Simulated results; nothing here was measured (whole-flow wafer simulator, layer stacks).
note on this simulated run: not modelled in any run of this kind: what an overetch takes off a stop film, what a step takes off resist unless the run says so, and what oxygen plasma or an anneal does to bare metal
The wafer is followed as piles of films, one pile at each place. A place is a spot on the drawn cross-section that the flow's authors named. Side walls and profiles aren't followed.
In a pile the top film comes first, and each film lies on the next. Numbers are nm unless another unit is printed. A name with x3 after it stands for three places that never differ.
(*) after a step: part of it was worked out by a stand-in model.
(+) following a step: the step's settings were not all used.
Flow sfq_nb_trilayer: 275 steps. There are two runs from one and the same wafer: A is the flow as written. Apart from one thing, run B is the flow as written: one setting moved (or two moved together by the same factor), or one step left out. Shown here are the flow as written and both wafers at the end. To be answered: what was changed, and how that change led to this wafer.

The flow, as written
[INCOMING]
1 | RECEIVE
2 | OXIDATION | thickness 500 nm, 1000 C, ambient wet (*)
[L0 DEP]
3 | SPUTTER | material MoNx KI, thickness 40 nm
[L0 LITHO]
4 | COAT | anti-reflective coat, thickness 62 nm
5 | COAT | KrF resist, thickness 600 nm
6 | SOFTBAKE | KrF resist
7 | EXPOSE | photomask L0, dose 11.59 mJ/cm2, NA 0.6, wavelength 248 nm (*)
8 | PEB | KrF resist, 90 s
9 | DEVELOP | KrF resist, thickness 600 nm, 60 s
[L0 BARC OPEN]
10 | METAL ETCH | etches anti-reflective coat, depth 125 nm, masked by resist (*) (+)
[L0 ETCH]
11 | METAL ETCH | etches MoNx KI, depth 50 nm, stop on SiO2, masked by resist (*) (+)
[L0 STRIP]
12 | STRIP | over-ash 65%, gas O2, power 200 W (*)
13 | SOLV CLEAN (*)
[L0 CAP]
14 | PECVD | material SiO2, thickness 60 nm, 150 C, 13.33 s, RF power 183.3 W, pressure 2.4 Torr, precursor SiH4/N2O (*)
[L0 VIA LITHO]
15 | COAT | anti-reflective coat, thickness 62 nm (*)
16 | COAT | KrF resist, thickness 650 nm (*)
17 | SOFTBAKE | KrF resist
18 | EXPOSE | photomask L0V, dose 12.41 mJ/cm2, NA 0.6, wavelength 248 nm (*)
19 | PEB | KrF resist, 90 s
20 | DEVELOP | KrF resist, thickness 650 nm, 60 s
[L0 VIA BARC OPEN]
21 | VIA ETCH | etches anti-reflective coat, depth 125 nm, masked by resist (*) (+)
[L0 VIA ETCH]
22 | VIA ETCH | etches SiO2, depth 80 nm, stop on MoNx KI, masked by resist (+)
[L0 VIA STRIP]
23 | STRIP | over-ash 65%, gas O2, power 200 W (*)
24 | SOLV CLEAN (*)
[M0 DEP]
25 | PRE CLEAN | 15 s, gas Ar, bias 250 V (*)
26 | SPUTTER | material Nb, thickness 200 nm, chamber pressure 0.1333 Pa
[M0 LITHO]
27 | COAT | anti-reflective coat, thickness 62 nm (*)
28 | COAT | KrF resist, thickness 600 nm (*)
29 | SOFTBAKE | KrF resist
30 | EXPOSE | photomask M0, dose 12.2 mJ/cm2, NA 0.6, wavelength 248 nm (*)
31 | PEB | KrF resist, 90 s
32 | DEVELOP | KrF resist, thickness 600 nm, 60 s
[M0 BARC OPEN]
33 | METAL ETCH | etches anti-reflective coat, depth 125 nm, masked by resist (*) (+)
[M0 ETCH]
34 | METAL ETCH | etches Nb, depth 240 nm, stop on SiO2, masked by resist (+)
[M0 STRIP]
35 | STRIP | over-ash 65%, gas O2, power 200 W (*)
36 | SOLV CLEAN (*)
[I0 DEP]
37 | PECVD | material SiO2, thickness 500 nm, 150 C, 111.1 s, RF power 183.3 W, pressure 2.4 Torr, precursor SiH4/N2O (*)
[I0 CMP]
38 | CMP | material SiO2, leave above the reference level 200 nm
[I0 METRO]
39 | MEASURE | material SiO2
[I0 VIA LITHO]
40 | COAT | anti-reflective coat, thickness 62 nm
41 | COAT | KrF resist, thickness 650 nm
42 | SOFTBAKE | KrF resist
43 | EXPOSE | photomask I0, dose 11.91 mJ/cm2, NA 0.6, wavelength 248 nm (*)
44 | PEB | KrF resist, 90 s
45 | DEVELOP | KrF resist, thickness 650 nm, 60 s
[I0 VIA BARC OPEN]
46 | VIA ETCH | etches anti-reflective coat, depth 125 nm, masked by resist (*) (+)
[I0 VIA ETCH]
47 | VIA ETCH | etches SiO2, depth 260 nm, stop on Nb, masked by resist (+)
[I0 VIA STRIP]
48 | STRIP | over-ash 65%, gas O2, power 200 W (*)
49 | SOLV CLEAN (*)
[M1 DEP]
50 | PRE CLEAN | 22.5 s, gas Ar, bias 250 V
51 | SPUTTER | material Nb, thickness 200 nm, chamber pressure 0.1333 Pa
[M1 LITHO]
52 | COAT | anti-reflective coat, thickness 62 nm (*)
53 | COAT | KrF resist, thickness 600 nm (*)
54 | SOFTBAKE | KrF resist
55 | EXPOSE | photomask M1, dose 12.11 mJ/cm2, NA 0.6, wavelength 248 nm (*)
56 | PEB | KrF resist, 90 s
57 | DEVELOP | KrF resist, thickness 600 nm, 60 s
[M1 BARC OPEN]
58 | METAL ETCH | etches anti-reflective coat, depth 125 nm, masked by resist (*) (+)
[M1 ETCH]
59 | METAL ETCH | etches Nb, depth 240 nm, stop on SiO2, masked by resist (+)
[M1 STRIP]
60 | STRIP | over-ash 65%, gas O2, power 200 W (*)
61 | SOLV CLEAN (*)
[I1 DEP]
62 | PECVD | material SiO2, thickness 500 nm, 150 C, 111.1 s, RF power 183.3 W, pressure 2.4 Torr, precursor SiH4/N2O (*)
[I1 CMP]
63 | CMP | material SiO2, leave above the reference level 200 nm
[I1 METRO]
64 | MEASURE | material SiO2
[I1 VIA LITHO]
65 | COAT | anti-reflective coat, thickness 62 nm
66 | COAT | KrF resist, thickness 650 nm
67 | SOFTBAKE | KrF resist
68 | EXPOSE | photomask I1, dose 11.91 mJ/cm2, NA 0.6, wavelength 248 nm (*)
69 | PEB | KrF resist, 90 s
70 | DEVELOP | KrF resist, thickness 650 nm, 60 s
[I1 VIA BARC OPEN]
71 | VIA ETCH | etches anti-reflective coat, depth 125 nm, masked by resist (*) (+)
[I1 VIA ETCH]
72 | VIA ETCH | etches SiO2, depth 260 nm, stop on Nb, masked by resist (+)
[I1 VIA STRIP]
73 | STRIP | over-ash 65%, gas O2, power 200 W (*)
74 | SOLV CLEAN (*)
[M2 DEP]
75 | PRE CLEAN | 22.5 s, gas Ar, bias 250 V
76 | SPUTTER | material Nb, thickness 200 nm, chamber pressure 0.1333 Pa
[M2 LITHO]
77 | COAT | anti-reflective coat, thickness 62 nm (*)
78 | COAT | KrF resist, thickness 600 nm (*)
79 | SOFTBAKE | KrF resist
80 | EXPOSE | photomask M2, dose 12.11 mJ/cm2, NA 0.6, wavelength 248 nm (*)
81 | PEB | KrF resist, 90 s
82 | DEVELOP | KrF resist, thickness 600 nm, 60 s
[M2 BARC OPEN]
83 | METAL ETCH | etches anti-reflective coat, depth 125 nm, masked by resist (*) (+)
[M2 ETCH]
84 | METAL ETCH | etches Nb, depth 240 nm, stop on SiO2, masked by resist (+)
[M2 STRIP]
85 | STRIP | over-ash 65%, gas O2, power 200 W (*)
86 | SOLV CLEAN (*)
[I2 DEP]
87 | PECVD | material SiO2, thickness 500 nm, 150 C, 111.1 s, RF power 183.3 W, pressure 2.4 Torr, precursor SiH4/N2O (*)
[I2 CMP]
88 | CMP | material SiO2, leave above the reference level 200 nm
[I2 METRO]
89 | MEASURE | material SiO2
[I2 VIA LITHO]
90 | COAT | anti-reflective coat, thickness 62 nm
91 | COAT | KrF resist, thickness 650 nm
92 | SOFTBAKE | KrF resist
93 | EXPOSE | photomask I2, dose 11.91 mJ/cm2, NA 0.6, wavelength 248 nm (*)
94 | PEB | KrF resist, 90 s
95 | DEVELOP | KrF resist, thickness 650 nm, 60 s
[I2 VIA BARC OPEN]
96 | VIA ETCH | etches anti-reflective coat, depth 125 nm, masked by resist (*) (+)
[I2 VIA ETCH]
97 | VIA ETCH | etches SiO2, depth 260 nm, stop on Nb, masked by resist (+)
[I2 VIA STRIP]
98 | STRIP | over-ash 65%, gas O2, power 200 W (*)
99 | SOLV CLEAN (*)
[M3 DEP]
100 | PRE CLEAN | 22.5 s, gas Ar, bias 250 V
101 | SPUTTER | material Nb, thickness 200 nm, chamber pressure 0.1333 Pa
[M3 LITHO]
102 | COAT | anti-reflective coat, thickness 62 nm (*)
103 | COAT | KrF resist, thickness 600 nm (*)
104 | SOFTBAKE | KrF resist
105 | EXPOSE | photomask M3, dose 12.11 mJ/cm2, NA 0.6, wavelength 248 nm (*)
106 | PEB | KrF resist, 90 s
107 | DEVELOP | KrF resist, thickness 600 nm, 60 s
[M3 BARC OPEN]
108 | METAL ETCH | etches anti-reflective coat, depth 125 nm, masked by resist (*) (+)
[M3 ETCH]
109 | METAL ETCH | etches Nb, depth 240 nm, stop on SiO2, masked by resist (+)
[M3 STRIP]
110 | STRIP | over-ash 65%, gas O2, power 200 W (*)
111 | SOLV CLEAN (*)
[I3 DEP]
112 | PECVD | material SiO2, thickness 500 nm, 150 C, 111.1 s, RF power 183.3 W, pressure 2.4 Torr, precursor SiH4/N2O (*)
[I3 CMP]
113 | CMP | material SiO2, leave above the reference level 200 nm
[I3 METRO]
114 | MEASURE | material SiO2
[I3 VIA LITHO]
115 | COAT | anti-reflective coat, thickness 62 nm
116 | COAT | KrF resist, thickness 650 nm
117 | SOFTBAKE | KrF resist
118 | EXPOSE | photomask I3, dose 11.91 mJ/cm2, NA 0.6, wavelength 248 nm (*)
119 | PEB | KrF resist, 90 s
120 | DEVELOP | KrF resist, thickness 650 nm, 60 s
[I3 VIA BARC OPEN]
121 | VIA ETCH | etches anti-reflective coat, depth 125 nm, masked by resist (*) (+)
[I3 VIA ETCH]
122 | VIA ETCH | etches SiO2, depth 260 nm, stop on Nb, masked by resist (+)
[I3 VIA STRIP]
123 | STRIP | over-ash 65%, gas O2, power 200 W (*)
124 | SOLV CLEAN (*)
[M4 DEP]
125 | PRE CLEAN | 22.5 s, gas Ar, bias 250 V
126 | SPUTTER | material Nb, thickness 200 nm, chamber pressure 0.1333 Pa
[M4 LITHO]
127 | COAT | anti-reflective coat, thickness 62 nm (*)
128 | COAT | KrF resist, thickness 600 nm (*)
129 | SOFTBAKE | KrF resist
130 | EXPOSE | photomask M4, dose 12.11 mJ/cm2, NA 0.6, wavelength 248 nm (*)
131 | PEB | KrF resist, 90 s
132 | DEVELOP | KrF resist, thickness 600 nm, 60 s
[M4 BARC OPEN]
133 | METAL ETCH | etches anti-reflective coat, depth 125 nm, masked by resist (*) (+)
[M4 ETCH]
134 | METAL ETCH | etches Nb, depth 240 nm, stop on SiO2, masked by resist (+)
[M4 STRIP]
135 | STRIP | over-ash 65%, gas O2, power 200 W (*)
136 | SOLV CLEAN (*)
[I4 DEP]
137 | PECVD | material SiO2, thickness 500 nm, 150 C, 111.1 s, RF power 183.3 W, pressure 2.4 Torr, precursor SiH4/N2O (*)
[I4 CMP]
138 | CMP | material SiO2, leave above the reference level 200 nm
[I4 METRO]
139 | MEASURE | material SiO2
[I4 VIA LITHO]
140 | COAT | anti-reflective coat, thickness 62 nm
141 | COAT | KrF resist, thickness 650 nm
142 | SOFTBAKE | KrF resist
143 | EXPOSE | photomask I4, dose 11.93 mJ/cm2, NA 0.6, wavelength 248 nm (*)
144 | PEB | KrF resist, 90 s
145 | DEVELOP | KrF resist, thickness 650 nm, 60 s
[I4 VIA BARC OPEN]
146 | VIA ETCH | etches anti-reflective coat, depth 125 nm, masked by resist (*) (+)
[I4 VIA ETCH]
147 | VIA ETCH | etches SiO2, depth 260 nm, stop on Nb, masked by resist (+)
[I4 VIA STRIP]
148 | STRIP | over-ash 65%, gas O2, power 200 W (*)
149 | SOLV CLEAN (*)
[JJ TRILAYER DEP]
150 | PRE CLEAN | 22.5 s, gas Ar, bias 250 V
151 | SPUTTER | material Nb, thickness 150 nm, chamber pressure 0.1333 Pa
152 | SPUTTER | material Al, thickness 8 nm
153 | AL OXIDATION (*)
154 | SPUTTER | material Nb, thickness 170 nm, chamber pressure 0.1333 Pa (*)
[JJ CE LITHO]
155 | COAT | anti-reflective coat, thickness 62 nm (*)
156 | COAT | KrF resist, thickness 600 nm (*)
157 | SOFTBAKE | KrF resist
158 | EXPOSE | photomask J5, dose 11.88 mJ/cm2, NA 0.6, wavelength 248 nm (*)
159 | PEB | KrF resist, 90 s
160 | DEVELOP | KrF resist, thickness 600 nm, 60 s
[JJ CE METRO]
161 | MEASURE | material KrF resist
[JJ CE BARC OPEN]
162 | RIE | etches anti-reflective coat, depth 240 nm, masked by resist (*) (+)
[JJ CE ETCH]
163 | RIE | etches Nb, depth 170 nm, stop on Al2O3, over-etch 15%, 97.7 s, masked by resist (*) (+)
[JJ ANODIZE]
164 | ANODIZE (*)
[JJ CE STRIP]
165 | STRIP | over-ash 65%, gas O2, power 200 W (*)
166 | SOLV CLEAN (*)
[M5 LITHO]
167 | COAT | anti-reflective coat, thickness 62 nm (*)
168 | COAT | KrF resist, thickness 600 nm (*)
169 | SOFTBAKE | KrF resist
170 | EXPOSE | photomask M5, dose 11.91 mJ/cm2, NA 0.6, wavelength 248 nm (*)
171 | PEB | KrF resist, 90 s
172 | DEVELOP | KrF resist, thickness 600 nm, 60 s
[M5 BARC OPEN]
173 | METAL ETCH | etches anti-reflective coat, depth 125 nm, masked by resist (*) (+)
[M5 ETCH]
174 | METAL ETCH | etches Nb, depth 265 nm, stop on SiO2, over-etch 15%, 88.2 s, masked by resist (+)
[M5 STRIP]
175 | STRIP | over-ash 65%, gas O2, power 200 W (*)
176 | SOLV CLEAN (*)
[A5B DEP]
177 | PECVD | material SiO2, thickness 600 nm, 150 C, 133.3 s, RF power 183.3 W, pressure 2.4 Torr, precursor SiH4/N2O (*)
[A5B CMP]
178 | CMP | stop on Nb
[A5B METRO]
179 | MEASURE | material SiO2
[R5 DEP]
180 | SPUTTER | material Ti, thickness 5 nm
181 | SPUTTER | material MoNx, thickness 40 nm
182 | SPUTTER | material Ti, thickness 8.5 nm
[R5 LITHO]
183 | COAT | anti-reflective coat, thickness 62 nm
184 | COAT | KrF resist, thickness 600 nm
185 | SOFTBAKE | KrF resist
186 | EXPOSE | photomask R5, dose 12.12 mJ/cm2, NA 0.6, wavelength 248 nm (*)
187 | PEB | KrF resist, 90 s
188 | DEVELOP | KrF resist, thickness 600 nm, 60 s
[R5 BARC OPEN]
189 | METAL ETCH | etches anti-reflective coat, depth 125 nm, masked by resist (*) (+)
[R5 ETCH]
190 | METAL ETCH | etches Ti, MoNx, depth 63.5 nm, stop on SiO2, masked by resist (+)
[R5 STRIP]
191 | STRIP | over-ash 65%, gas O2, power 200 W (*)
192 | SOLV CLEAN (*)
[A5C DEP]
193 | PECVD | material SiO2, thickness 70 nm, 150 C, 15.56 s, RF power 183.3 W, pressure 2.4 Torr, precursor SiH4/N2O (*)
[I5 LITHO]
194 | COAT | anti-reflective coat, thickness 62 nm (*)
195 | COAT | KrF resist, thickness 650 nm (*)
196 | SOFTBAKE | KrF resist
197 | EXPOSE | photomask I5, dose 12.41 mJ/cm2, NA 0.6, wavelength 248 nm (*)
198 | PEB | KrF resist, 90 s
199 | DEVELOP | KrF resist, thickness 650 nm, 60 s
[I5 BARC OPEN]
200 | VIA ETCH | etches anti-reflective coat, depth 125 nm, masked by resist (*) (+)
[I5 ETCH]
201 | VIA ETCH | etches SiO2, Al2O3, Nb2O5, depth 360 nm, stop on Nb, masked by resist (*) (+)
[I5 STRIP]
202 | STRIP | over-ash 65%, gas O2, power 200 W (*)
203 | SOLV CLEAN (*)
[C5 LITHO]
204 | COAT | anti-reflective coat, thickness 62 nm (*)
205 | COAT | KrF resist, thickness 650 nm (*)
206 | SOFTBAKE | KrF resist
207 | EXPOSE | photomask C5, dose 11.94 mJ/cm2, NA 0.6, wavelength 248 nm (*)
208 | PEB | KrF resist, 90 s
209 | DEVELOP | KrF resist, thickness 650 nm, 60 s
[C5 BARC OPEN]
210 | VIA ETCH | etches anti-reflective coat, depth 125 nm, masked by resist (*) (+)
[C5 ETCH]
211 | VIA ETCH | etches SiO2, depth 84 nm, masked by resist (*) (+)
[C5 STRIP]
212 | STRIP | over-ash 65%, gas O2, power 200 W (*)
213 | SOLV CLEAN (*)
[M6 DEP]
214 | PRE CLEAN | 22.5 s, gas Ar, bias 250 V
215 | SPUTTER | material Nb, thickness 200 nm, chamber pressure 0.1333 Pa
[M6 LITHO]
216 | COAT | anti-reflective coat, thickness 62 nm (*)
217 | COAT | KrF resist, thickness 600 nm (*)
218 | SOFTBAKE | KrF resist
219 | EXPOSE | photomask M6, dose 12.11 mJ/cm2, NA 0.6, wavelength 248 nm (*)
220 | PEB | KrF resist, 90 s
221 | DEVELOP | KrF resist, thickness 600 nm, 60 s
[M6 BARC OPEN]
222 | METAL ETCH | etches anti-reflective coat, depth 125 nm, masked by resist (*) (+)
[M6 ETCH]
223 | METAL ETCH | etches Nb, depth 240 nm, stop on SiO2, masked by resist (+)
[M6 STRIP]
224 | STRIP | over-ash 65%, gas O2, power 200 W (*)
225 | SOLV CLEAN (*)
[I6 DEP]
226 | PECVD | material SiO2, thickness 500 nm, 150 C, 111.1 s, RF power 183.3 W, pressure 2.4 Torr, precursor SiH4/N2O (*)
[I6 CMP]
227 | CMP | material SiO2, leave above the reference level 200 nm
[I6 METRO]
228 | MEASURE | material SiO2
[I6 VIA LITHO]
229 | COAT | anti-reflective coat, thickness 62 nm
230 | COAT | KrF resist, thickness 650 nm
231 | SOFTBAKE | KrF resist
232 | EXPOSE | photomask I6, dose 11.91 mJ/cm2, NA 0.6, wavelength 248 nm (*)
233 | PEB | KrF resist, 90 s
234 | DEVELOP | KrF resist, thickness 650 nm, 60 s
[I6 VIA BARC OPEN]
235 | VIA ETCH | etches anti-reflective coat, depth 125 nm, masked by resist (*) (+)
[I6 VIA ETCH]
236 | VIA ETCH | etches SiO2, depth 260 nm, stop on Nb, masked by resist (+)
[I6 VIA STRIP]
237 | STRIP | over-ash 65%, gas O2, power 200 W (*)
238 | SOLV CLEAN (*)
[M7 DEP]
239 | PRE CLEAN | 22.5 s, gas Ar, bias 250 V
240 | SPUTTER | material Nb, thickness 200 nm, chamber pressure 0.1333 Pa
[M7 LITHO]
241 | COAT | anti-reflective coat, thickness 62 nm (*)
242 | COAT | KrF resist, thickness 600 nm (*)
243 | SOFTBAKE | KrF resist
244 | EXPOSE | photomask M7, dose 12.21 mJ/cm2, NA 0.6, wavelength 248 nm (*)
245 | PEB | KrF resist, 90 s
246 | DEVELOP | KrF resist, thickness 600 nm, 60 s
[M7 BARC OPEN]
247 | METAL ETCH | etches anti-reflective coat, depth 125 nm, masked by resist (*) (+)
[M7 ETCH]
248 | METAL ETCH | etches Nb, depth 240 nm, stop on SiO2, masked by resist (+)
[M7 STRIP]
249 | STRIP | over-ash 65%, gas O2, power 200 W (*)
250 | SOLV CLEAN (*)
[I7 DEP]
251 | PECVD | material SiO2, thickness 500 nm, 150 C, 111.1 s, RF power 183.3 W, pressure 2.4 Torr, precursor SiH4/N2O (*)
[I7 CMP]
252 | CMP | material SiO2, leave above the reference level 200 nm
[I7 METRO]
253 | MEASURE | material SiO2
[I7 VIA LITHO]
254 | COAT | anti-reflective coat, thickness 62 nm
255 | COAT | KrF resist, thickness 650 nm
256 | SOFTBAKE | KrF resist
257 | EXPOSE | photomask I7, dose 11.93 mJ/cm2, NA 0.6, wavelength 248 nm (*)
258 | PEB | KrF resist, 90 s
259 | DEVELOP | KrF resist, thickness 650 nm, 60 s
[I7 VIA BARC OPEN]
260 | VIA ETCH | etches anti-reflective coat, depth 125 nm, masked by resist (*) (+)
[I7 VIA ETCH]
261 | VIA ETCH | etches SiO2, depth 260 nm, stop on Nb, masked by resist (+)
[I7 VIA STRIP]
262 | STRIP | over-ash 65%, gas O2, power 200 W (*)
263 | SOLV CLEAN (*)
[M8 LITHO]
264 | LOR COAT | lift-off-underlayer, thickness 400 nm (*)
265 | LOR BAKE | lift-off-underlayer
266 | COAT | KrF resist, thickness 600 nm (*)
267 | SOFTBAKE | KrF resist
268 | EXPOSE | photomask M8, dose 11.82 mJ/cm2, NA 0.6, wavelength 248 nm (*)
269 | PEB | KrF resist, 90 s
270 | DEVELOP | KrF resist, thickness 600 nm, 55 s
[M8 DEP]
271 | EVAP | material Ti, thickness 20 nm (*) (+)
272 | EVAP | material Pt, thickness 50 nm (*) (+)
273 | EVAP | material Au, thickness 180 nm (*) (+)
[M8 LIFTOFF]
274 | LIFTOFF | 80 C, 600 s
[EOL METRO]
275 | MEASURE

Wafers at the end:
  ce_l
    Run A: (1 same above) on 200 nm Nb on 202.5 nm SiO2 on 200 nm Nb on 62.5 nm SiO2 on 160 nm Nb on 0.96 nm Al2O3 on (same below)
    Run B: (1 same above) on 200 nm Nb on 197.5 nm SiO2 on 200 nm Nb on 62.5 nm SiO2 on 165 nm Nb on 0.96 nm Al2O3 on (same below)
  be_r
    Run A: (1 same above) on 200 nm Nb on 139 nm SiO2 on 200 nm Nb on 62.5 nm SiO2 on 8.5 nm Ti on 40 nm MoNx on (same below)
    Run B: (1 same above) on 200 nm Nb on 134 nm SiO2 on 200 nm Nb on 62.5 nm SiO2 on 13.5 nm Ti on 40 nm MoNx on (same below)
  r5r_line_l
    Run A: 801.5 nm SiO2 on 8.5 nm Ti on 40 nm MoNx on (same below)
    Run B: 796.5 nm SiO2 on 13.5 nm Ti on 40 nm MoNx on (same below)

What caused this: step 182, SPUTTER: thickness 13.5 nm was run, though the flow has thickness 8.5 nm.
The wafer itself shows it: be_r has Ti 13.5, and step 182 as written asks for 8.5 nm.

The path from the change to this, step by step:
  182 | SPUTTER | material Ti, thickness 8.5 nm
      field_l, v_sur, via_wl and 103 more: A Ti gains 8.5 (new film) | B Ti gains 13.5 (new film)
  190 | METAL ETCH | etches Ti, MoNx, depth 63.5 nm, stop on SiO2, masked by resist (+)
      field_l, v_sur, via_wl and 92 more: A Ti loses 8.5 (all of it), MoNx loses 40 (all of it), Ti loses 5 (all of it) | B Ti loses 13.5 (all of it), MoNx loses 40 (all of it), Ti loses 5 (all of it)
      ce_l, c5j, ce_r, wl_jj: A Ti loses 8.5 (all of it), MoNx loses 40 (all of it), Ti loses 5 (all of it), Nb loses 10 | B Ti loses 13.5 (all of it), MoNx loses 40 (all of it), Ti loses 5 (all of it), Nb loses 5
  194 | COAT | anti-reflective coat, thickness 62 nm (*)
      r5r_spacepad_l, r5r_spacepad_r: A anti-reflective coat gains 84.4 (new film) | B anti-reflective coat gains 86.5 (new film)
      ce_l: A anti-reflective coat gains 67.2 (new film) | B anti-reflective coat gains 65 (new film)
      (also at 4 further places)
  202 | STRIP | over-ash 65%, gas O2, power 200 W (*)
      r5r_spacepad_l, r5r_spacepad_r: A KrF resist loses 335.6 (all of it), anti-reflective coat loses 84.4 (all of it) | B KrF resist loses 335.8 (all of it), anti-reflective coat loses 86.5 (all of it)
      ce_l: A KrF resist loses 341.5 (all of it), anti-reflective coat loses 67.2 (all of it) | B KrF resist loses 340.1 (all of it), anti-reflective coat loses 65 (all of it)
      (also at 4 further places)
  204 | COAT | anti-reflective coat, thickness 62 nm (*)
      r5r_spacepad_l, r5r_spacepad_r: A anti-reflective coat gains 84.4 (new film) | B anti-reflective coat gains 86.5 (new film)
      ce_l: A anti-reflective coat gains 66 (new film) | B anti-reflective coat gains 63.8 (new film)
      (also at 4 further places)
  210 | VIA ETCH | etches anti-reflective coat, depth 125 nm, masked by resist (*) (+)
      c5j: A anti-reflective coat loses 63.9 (all of it), SiO2 loses 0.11 | B anti-reflective coat loses 62.6 (all of it), SiO2 loses 0.11
  212 | STRIP | over-ash 65%, gas O2, power 200 W (*)
      r5r_spacepad_l, r5r_spacepad_r: A KrF resist loses 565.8 (all of it), anti-reflective coat loses 84.4 (all of it) | B KrF resist loses 566.3 (all of it), anti-reflective coat loses 86.5 (all of it)
      ce_l: A KrF resist loses 567.4 (all of it), anti-reflective coat loses 66 (all of it) | B KrF resist loses 566.5 (all of it), anti-reflective coat loses 63.8 (all of it)
      (also at 3 further places)
  216 | COAT | anti-reflective coat, thickness 62 nm (*)
      r5r_spacepad_l, r5r_spacepad_r: A anti-reflective coat gains 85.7 (new film) | B anti-reflective coat gains 88.2 (new film)
      jj_sur: A anti-reflective coat gains 56.1 (new film) | B anti-reflective coat gains 57.5 (new film)
      (also at 4 further places)
  222 | METAL ETCH | etches anti-reflective coat, depth 125 nm, masked by resist (*) (+)
      r5r_spacepad_l, r5r_spacepad_r: A anti-reflective coat loses 85.7 (all of it) | B anti-reflective coat loses 88.2 (all of it)
  224 | STRIP | over-ash 65%, gas O2, power 200 W (*)
      jj_sur: A KrF resist loses 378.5 (all of it), anti-reflective coat loses 56.1 (all of it) | B KrF resist loses 378.5 (all of it), anti-reflective coat loses 57.5 (all of it)
      ce_l: A KrF resist loses 397.1 (all of it), anti-reflective coat loses 48 (all of it) | B KrF resist loses 395.2 (all of it), anti-reflective coat loses 46.5 (all of it)
      (also at 3 further places)
  227 | CMP | material SiO2, leave above the reference level 200 nm
      r5r_line_l, r5r_spacepad_l, r5r_spacepad_r, r5r_line_c, r5r_line_r: A SiO2 loses 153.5 | B SiO2 loses 158.5
      c5j: A SiO2 loses 223 | B SiO2 loses 228
